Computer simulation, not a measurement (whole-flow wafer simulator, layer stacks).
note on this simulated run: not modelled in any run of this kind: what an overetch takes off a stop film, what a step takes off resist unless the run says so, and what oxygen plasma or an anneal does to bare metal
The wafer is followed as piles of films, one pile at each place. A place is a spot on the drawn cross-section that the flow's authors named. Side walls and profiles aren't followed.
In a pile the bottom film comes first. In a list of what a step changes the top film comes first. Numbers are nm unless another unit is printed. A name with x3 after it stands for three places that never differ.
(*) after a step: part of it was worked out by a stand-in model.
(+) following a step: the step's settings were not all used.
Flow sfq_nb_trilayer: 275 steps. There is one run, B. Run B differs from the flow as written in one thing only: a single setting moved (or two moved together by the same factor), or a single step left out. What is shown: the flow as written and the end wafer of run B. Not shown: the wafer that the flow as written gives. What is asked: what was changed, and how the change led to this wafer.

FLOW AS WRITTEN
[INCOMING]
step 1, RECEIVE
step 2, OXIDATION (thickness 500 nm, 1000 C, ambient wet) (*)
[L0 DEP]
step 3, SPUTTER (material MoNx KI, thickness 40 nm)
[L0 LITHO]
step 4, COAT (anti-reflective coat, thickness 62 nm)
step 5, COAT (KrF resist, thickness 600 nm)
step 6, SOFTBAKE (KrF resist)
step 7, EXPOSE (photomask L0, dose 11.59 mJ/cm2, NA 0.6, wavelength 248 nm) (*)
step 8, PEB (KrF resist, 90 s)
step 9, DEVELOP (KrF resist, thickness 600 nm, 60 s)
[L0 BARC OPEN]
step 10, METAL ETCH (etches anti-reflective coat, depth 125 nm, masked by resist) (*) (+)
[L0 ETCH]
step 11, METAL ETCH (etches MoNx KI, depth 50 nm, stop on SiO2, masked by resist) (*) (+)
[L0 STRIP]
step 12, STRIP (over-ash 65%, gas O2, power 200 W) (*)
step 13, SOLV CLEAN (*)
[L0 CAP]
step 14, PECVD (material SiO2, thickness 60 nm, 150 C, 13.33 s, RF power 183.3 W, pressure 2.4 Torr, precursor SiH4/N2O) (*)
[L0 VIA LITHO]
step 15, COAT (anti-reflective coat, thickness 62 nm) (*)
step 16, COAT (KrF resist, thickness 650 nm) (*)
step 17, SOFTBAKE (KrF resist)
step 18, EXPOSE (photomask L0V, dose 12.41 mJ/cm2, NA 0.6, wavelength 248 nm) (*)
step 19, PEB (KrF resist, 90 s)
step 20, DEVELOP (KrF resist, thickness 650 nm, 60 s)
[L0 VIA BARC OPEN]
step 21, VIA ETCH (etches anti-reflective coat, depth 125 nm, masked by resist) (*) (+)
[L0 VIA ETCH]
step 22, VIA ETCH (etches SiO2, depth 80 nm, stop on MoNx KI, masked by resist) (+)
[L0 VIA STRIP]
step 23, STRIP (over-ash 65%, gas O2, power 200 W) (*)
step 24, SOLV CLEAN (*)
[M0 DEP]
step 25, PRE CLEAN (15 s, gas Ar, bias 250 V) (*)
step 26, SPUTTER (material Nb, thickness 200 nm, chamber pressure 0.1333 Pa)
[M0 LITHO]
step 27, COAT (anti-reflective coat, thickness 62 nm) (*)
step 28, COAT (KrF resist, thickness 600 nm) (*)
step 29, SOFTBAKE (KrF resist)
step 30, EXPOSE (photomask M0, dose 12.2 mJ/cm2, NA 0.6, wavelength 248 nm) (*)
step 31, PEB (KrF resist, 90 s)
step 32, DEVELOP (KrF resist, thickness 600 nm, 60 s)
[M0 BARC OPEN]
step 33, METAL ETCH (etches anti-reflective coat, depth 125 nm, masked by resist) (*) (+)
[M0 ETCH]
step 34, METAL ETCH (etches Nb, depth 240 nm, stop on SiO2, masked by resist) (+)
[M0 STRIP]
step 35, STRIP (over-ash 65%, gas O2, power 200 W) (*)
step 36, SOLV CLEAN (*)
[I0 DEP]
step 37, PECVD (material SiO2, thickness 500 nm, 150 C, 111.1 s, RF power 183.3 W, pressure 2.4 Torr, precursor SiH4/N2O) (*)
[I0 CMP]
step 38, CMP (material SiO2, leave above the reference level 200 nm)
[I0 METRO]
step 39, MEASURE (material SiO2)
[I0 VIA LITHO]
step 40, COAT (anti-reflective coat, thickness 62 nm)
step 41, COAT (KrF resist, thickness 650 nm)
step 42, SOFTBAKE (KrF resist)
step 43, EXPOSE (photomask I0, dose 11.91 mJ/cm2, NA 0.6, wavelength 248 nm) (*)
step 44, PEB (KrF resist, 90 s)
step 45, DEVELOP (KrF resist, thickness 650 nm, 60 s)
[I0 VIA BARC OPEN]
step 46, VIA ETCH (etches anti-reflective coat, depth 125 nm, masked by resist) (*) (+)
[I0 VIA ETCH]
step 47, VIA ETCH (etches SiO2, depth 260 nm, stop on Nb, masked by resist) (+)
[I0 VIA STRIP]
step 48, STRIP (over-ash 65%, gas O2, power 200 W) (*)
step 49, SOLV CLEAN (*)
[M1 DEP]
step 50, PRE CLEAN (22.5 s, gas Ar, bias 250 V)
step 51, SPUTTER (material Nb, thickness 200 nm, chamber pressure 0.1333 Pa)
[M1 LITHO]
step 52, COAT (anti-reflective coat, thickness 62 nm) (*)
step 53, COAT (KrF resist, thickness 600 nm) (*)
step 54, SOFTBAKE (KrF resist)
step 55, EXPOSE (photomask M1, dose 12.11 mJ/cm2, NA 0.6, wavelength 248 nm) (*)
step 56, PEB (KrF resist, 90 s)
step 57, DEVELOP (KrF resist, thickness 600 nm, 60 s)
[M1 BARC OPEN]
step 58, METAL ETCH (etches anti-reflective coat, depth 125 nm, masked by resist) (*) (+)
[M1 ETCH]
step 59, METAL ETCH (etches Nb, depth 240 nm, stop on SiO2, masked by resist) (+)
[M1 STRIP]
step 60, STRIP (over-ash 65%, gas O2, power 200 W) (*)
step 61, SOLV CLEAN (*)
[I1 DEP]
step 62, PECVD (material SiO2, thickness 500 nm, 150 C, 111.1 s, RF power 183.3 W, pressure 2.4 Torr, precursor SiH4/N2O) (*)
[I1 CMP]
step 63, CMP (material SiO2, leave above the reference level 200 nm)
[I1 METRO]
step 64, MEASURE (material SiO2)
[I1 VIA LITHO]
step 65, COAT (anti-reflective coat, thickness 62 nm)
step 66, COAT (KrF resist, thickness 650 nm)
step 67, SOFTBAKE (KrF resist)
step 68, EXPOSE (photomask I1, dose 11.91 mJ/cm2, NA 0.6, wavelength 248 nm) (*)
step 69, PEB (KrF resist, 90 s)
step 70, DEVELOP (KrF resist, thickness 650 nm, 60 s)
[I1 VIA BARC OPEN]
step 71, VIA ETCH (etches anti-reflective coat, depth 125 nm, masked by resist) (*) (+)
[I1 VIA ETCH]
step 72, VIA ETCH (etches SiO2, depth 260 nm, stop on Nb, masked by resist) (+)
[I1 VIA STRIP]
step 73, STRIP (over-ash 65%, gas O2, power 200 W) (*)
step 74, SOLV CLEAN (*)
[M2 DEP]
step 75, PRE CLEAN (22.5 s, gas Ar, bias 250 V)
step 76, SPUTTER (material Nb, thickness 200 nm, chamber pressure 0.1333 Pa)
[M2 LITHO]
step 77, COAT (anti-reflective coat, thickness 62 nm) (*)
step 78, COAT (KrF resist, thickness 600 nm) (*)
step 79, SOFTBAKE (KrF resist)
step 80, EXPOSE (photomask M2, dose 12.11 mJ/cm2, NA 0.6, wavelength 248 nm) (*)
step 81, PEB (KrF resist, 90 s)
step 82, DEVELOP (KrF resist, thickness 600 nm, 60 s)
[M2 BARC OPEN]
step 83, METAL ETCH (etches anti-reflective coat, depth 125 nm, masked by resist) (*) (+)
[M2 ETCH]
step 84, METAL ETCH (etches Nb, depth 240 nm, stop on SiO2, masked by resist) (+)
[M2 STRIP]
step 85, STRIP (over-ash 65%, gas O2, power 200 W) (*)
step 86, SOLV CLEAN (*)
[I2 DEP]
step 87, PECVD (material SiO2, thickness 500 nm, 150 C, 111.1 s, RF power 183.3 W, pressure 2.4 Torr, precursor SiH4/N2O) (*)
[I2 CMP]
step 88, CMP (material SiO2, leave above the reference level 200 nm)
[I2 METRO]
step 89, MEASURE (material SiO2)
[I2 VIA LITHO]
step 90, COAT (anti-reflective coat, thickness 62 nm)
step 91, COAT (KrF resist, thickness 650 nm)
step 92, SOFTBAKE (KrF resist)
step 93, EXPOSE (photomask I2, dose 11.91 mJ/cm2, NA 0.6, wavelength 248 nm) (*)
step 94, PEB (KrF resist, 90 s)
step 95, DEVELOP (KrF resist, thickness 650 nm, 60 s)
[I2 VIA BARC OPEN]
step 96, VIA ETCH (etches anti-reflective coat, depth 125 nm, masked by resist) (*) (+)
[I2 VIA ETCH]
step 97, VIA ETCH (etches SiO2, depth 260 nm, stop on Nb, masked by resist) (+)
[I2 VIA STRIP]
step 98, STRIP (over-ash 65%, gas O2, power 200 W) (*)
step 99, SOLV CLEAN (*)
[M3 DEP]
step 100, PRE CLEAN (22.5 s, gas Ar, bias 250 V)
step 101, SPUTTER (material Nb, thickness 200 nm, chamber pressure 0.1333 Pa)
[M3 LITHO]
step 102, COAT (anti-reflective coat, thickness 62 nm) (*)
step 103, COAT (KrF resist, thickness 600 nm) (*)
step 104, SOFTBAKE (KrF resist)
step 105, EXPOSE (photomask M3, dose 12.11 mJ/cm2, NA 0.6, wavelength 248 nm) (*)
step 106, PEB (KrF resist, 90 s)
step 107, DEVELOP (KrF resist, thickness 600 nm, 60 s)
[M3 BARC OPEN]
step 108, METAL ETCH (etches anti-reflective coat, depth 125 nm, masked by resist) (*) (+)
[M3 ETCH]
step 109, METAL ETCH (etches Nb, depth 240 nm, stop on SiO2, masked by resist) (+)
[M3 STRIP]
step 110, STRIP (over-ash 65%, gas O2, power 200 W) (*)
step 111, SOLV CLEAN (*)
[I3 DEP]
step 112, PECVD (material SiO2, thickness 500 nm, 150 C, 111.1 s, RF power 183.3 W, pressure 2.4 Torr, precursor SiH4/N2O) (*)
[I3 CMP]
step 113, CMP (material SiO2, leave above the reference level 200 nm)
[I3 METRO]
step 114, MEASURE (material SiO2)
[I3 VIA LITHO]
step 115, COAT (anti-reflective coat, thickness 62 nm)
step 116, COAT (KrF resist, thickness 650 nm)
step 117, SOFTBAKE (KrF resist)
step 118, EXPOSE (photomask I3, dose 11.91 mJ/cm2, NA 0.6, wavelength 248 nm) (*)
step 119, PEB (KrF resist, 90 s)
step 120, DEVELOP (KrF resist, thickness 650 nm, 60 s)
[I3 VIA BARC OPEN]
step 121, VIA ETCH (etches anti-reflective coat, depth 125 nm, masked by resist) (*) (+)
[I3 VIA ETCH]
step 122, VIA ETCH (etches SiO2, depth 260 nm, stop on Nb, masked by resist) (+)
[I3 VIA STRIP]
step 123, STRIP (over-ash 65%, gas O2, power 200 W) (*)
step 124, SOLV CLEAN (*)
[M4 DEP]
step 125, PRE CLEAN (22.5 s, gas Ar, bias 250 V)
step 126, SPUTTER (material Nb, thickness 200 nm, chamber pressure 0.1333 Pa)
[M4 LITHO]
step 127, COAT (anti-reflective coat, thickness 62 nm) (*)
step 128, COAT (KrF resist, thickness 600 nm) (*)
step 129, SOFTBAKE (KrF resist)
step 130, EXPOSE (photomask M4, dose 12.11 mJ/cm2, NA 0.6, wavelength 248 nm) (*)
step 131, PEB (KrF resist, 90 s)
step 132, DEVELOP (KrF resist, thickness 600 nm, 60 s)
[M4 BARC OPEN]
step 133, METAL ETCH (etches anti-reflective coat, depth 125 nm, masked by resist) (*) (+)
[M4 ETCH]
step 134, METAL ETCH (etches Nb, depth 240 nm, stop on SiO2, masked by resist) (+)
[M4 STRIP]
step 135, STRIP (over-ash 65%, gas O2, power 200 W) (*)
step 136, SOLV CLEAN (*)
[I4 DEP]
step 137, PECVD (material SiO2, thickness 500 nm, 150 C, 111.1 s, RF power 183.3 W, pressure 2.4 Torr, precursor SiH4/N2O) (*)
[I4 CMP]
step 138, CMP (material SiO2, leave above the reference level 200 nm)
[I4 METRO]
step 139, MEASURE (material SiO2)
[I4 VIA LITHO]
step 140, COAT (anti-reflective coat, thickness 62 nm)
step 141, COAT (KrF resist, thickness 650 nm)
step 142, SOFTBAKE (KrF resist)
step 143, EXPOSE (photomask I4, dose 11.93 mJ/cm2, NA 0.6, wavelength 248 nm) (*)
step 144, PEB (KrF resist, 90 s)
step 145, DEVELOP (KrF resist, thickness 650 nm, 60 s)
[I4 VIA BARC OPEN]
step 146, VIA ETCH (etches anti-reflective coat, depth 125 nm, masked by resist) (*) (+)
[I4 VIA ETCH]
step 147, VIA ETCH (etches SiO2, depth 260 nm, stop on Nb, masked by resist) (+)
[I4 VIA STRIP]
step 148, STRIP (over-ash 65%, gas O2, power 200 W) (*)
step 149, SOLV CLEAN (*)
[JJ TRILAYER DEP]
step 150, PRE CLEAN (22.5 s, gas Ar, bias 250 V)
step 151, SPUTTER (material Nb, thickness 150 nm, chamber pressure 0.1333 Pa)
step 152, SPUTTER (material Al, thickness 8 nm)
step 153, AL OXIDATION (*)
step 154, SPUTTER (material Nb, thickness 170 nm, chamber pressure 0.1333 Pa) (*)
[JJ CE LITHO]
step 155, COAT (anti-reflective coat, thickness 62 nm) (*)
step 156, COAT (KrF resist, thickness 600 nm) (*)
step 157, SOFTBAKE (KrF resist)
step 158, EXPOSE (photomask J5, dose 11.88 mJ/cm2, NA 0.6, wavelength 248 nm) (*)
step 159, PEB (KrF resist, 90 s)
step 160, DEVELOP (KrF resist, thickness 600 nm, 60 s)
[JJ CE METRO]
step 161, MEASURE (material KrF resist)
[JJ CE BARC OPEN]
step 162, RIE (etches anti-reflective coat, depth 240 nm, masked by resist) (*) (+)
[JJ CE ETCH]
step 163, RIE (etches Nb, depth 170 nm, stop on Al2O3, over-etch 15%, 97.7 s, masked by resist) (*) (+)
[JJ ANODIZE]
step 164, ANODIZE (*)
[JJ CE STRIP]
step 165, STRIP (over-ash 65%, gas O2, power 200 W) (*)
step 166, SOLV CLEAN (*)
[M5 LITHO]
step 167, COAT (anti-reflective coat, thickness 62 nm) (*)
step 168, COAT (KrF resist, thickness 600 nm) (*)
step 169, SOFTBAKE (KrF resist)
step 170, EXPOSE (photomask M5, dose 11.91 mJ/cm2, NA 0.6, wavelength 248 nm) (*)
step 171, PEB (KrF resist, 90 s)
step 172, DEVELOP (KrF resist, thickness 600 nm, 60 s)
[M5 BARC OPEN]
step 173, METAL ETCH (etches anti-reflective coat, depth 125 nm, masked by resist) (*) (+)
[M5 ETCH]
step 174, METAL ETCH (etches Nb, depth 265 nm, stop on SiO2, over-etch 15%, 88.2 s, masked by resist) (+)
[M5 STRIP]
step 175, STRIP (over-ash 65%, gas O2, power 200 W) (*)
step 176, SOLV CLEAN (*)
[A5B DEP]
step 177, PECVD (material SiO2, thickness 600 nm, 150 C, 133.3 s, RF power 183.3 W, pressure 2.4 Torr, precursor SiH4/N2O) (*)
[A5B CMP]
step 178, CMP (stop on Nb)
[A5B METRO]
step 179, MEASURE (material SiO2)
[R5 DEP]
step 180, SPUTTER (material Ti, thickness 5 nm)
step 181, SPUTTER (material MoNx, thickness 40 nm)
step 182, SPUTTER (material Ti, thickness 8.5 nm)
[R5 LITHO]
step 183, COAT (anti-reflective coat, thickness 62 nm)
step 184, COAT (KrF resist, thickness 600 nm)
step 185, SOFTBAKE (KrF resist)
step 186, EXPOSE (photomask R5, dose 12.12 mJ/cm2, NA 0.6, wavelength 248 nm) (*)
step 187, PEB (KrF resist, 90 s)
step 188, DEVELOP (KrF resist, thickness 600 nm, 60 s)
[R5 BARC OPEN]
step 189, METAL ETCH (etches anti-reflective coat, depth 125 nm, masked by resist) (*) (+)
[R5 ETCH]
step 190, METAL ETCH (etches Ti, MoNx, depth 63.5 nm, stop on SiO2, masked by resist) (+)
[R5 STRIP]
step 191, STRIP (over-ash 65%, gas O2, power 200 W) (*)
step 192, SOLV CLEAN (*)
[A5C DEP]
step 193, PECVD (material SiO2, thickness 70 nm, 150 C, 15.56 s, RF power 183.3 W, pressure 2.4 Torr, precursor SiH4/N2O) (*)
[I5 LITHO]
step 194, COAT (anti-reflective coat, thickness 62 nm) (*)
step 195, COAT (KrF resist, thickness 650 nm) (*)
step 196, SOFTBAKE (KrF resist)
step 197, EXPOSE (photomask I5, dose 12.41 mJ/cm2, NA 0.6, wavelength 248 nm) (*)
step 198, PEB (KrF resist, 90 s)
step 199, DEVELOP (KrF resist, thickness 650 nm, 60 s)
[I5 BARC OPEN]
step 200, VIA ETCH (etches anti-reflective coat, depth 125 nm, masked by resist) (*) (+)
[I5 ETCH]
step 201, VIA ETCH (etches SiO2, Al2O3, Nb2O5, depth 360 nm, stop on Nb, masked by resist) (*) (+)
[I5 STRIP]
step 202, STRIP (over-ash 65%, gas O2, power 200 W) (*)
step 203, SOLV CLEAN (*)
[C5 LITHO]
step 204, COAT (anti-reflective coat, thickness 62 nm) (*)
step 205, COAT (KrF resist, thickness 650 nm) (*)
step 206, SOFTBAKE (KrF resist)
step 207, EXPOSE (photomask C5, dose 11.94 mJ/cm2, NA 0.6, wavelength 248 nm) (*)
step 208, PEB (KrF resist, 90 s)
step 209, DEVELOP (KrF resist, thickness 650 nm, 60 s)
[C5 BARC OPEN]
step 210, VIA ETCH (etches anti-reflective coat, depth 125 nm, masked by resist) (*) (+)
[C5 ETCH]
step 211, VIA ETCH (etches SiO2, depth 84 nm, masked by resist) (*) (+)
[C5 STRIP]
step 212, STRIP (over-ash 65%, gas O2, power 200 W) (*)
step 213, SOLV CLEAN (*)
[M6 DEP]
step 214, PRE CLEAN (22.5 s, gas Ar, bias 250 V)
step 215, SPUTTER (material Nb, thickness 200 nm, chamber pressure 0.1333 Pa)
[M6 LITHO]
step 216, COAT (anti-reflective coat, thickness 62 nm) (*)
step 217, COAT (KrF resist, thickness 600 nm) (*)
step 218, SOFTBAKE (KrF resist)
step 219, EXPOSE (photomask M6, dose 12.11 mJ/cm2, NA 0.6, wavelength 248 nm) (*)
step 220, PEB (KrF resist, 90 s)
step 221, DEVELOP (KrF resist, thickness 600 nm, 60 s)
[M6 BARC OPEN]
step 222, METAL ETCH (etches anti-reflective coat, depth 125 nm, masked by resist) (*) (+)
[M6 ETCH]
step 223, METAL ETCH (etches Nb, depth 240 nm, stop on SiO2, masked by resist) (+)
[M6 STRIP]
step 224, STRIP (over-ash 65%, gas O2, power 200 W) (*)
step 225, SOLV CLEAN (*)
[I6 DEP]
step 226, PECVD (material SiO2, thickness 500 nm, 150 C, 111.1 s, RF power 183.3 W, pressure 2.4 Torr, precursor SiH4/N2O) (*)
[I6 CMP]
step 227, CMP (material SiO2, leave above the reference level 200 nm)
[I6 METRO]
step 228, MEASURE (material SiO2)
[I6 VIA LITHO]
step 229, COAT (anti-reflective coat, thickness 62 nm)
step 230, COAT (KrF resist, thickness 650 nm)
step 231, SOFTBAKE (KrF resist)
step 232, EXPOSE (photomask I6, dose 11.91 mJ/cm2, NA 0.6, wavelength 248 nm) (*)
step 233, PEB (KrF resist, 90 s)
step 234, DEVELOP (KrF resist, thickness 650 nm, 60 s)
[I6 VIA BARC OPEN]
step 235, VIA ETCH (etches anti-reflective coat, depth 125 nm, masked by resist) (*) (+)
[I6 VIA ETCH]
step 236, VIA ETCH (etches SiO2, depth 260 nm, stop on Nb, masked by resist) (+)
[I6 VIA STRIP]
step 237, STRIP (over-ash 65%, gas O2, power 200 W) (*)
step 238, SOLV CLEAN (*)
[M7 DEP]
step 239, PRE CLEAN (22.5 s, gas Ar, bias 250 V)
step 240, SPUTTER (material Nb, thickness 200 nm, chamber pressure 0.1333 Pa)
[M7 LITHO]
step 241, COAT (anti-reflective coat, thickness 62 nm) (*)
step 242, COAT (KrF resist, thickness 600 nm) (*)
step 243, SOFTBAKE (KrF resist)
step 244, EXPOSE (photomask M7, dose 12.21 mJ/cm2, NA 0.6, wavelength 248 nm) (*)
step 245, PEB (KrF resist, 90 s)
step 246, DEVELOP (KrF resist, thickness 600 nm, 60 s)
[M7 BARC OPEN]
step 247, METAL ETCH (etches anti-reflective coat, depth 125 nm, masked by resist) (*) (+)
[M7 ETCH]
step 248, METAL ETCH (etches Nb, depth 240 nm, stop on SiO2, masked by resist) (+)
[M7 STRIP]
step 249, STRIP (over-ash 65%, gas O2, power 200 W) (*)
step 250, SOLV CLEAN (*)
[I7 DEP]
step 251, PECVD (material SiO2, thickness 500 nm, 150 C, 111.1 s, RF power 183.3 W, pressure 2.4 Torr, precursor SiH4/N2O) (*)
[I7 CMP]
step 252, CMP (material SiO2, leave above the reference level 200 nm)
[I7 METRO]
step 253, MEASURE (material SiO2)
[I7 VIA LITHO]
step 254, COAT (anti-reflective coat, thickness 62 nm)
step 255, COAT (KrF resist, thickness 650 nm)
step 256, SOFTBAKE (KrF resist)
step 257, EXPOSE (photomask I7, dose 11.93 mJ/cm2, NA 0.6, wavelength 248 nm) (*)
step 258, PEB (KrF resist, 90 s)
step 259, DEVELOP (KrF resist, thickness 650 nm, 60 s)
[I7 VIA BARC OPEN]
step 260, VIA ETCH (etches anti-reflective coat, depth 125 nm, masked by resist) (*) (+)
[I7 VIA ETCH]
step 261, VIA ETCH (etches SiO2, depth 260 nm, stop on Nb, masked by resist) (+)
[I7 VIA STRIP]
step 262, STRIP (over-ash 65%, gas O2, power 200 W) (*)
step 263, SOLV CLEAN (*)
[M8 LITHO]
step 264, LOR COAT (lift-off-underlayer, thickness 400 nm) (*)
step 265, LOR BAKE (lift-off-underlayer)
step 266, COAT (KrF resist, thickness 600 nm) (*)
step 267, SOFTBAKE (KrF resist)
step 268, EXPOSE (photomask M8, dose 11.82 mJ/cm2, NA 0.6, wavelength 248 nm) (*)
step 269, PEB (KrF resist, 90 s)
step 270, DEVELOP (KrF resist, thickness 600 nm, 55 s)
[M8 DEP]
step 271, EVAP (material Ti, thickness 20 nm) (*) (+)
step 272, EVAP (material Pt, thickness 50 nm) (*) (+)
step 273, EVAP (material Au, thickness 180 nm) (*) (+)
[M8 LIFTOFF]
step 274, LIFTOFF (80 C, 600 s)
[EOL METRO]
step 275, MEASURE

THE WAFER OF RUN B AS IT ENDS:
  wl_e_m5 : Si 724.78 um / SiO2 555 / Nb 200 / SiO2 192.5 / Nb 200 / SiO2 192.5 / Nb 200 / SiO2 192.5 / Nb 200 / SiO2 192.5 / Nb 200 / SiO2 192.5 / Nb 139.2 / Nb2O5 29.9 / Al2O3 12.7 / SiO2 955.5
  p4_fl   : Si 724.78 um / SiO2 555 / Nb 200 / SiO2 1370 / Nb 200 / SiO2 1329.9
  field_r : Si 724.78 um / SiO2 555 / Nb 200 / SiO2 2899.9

The reason: step 240, SPUTTER: thickness 154 nm was run, whereas the flow has thickness 200 nm.

How this came from the change, step by step:
  step 240, SPUTTER (material Nb, thickness 200 nm, chamber pressure 0.1333 Pa)
      field_l, v_sur, via_wl and 102 more: Nb gains 154 (new film) (as written it would have been: Nb gains 200 (new film))
      via_v: Nb gains 123.9 (as written it would have been: Nb gains 161.1)
  step 241, COAT (anti-reflective coat, thickness 62 nm) (*)
      via_v: anti-reflective coat gains 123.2 (new film) (as written it would have been: anti-reflective coat gains 126 (new film))
  step 248, METAL ETCH (etches Nb, depth 240 nm, stop on SiO2, masked by resist) (+)
      field_l, field_r, lsp_l and 62 more: Nb loses 154 (all of it) (as written it would have been: Nb loses 200 (all of it))
      v_sur, via_wl, via_w and 38 more: KrF resist loses 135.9 (as written it would have been: KrF resist loses 141.2)
  step 249, STRIP (over-ash 65%, gas O2, power 200 W) (*)
      via_v: KrF resist loses 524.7 (all of it), anti-reflective coat loses 123.2 (all of it) (as written it would have been: KrF resist loses 524.5 (all of it), anti-reflective coat loses 126 (all of it))
  step 251, PECVD (material SiO2, thickness 500 nm, 150 C, 111.1 s, RF power 183.3 W, pressure 2.4 Torr, precursor SiH4/N2O) (*)
      m7r_space_l, m7r_space_r: SiO2 gains 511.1 (as written it would have been: SiO2 gains 557.1)
      via_v: SiO2 gains 607.3 (new film) (as written it would have been: SiO2 gains 621 (new film))
  step 252, CMP (material SiO2, leave above the reference level 200 nm)
      field_l, p4_fl, p4_fm and 56 more: SiO2 loses 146 (as written it would have been: SiO2 loses 100)
      field_r, lsp_l: SiO2 loses 128.8 (as written it would have been: SiO2 loses 77.7)
      (also at 3 further places)
